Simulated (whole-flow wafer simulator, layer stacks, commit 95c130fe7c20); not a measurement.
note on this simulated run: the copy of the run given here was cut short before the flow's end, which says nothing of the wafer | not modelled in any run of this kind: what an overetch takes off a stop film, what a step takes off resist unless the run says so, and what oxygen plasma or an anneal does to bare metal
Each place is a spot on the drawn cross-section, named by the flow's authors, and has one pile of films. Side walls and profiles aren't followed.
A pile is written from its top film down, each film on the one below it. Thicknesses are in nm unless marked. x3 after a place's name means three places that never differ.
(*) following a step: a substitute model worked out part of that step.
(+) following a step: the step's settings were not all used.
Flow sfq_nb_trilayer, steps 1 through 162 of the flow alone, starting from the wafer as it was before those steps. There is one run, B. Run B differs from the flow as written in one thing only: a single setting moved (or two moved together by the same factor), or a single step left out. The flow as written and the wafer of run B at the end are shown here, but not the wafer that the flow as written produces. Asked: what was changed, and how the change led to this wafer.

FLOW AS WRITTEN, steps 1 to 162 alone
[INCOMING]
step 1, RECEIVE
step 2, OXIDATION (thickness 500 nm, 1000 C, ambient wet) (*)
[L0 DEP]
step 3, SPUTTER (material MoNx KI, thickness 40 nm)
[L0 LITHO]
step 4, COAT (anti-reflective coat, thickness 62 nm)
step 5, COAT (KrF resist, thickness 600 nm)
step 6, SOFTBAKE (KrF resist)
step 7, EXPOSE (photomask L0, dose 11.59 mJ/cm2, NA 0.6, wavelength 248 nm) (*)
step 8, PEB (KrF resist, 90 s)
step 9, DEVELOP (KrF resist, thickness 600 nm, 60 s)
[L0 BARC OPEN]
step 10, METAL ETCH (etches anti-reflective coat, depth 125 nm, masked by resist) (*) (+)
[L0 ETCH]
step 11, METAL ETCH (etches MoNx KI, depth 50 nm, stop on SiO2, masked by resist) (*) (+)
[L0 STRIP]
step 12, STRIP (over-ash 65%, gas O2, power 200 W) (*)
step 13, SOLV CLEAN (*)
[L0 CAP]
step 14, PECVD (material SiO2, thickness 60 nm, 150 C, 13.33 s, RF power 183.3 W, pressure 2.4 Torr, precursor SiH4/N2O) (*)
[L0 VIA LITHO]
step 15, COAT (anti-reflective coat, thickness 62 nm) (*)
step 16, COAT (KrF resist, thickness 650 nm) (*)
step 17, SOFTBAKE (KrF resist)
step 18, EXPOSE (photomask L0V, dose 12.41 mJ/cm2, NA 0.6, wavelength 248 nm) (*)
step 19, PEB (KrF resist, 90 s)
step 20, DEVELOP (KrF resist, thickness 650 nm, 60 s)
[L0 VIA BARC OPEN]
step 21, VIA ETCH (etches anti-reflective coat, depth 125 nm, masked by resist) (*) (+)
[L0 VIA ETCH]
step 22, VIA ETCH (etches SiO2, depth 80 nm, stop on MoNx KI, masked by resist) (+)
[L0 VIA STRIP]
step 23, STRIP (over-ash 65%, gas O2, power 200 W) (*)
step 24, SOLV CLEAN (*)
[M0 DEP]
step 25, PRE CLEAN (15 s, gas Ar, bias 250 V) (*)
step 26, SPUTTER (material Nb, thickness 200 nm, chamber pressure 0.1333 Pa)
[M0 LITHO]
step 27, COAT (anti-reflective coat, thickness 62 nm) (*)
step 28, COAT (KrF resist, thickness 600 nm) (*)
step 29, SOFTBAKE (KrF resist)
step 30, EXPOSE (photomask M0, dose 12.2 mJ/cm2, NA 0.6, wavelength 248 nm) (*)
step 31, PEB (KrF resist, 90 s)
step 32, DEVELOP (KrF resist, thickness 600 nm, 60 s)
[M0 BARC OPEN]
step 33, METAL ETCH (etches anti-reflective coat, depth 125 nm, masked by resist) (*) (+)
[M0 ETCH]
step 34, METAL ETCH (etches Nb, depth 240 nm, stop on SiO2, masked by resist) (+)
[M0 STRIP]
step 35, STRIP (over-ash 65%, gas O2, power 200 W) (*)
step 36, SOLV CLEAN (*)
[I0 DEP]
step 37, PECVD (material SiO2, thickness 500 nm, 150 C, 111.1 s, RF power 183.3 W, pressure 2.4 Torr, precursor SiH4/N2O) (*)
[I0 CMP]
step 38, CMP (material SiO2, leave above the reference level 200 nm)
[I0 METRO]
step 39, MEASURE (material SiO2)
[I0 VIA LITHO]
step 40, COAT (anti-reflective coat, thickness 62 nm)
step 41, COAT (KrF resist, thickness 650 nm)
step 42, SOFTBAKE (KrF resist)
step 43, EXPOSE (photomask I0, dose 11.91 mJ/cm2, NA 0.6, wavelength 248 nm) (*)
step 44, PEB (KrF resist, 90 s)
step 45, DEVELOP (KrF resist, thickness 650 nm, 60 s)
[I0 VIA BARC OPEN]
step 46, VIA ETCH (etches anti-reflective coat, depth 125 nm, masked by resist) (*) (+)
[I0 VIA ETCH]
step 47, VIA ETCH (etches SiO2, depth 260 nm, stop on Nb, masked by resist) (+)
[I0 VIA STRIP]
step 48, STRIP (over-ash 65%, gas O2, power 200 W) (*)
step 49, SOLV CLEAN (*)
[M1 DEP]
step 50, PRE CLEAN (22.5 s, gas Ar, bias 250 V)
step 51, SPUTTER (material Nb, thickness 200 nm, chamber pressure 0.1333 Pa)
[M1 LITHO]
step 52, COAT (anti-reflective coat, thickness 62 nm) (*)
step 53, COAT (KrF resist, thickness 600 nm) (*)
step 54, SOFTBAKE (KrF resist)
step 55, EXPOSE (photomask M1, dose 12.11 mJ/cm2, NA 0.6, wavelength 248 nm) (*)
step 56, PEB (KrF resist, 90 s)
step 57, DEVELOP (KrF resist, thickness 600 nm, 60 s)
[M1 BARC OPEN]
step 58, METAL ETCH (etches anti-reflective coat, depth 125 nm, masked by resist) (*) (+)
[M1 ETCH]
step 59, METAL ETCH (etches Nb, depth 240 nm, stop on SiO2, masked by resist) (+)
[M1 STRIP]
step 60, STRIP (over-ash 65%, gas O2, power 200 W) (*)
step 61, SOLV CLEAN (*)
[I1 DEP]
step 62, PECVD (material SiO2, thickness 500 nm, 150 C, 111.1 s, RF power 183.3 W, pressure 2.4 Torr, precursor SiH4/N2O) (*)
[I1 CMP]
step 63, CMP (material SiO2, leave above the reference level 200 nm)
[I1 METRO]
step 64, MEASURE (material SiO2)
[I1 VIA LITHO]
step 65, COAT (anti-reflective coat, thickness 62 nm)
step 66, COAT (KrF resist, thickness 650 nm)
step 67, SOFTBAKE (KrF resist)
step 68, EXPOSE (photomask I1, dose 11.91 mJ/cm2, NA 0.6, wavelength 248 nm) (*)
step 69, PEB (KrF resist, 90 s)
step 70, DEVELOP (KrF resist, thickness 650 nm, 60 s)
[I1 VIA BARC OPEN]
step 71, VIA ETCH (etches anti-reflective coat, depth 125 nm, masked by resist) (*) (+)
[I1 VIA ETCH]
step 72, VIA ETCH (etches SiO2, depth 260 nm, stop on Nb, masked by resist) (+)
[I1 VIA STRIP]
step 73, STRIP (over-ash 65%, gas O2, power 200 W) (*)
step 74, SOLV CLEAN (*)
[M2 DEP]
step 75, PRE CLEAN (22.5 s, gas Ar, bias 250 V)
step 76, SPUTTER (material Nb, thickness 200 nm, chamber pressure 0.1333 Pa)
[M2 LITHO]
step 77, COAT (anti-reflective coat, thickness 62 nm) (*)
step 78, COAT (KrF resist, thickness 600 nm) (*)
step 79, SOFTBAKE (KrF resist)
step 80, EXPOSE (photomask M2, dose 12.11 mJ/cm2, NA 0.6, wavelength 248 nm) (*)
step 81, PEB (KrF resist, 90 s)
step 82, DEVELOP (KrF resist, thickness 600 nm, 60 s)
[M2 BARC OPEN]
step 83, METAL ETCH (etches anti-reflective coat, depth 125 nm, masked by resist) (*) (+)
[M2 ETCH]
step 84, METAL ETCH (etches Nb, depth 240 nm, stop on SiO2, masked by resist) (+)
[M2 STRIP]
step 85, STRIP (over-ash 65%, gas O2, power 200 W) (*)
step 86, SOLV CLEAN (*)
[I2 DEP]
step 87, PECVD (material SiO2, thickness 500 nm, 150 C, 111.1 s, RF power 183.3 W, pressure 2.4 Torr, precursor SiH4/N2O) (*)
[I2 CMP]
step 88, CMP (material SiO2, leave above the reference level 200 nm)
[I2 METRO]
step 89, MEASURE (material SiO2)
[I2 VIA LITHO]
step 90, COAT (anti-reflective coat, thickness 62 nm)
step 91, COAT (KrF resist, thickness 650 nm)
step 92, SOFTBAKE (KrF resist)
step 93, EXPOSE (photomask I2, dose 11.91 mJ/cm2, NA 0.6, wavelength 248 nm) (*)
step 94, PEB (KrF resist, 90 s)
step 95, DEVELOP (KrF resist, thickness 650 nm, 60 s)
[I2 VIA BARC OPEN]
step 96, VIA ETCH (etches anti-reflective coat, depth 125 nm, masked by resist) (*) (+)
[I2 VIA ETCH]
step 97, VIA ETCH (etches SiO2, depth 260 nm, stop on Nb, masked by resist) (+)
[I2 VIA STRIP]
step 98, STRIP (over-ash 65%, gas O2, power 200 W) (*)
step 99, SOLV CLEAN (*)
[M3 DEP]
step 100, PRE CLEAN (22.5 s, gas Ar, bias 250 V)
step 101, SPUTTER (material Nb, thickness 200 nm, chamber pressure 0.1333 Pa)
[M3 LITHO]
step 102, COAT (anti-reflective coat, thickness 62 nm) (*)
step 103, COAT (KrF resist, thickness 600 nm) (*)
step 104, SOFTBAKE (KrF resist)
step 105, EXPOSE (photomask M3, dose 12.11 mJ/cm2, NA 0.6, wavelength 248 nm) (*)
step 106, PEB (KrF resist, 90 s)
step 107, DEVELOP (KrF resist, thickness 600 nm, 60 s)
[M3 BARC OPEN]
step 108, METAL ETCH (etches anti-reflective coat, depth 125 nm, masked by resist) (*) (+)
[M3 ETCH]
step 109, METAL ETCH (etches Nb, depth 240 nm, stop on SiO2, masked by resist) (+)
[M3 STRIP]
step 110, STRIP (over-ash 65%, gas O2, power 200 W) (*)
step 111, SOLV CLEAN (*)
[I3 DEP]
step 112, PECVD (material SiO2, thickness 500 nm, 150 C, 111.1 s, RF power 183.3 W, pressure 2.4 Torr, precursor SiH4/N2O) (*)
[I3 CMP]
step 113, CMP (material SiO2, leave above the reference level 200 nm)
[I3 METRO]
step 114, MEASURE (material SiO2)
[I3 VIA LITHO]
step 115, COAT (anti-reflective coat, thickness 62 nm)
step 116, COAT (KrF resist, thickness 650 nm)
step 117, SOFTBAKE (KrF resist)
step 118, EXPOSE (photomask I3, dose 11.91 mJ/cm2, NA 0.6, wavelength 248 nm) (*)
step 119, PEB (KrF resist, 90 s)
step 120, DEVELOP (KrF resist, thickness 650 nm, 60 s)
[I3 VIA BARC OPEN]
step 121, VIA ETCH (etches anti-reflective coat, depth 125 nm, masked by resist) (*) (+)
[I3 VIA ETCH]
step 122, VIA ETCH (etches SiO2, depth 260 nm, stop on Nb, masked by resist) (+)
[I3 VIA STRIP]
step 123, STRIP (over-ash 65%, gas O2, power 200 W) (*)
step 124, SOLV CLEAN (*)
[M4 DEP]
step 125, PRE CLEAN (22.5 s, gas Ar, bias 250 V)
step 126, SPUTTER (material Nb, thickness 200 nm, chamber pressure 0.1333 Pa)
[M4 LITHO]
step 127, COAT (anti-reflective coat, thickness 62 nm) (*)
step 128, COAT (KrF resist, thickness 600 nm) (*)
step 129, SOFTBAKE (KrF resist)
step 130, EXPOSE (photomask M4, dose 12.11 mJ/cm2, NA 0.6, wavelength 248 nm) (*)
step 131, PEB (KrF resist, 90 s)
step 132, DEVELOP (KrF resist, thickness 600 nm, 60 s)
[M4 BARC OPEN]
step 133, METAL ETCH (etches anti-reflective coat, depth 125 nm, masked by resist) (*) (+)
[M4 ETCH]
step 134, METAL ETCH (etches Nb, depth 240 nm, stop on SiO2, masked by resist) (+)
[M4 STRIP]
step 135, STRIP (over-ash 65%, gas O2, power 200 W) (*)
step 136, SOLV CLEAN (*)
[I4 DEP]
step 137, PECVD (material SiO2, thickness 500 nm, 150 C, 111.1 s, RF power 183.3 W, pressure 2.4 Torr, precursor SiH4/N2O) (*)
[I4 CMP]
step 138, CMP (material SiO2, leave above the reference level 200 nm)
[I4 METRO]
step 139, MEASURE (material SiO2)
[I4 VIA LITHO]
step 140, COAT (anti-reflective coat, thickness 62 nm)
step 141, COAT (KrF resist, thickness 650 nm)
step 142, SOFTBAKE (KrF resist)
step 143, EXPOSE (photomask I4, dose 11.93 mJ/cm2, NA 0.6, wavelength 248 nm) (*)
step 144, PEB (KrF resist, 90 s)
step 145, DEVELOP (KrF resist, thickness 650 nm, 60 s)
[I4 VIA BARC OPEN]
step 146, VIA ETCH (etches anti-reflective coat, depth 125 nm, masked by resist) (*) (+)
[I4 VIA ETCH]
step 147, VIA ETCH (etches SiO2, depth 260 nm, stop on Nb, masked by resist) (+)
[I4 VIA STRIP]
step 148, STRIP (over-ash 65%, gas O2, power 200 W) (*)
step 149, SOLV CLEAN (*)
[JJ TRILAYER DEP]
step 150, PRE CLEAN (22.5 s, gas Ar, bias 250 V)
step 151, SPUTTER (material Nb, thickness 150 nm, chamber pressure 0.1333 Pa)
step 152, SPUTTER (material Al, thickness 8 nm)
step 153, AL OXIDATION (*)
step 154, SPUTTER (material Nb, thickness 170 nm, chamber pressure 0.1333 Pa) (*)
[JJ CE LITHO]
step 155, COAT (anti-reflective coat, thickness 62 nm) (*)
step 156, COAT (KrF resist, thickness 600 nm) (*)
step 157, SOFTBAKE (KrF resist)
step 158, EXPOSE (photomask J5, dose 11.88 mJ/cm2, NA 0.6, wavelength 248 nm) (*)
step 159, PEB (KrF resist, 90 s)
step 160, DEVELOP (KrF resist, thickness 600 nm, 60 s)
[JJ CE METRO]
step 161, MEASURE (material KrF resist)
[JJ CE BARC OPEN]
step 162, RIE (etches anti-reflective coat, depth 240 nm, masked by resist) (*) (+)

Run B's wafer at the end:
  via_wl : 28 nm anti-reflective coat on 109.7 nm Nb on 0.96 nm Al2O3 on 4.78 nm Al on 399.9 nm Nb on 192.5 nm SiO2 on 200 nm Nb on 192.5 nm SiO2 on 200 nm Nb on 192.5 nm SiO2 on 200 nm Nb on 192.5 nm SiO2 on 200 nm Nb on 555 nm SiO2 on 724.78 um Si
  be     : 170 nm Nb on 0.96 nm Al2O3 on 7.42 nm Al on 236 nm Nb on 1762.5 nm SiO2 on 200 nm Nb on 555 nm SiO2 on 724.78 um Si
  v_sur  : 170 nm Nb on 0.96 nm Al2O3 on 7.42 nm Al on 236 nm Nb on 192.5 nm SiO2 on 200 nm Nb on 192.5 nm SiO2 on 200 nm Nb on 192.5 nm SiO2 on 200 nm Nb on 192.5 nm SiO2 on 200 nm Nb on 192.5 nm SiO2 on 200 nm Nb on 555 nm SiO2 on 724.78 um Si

What caused this: step 151, SPUTTER: thickness 236 nm was run, while the flow as written has thickness 150 nm.
The wafer itself shows it: be has Nb 236, and step 151 as written asks for 150 nm.

How this came from the change, step by step:
  step 151, SPUTTER (material Nb, thickness 150 nm, chamber pressure 0.1333 Pa)
      field_l, v_sur, via_sp and 100 more: +236 Nb (new film) (as written it would have been: +150 Nb (new film))
      via_wl, via_w, via_wr: +206.3 Nb (as written it would have been: +130.4 Nb)
  step 154, SPUTTER (material Nb, thickness 170 nm, chamber pressure 0.1333 Pa) (*)
      via_wl, via_wr: +109.7 Nb (new film) (as written it would have been: +140.7 Nb (new film))
      via_w: +155.1 Nb (new film) (as written it would have been: +141 Nb (new film))
  step 155, COAT (anti-reflective coat, thickness 62 nm) (*)
      via_wl, via_wr: +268 anti-reflective coat (new film) (as written it would have been: +209.4 anti-reflective coat (new film))
      via_w: +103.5 anti-reflective coat (new film) (as written it would have been: +97.4 anti-reflective coat (new film))
  step 156, COAT (KrF resist, thickness 600 nm) (*)
      via_wl: +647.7 KrF resist (new film) (as written it would have been: +663 KrF resist (new film))
      via_wr: +647.9 KrF resist (new film) (as written it would have been: +663.2 KrF resist (new film))
  step 160, DEVELOP (KrF resist, thickness 600 nm, 60 s)
      via_wl: -646.3 KrF resist (all of it) (as written it would have been: -661.6 KrF resist (all of it))
      via_wr: -646.5 KrF resist (all of it) (as written it would have been: -661.8 KrF resist (all of it))
  step 162, RIE (etches anti-reflective coat, depth 240 nm, masked by resist) (*) (+)
      via_wl, via_wr: -240 anti-reflective coat (as written it would have been: -209.4 anti-reflective coat (all of it))
      ce_l, c5j, ce_r, wl_jj: -240 KrF resist (as written it would have been: -209.4 KrF resist)
      (as well as at 1 more place)
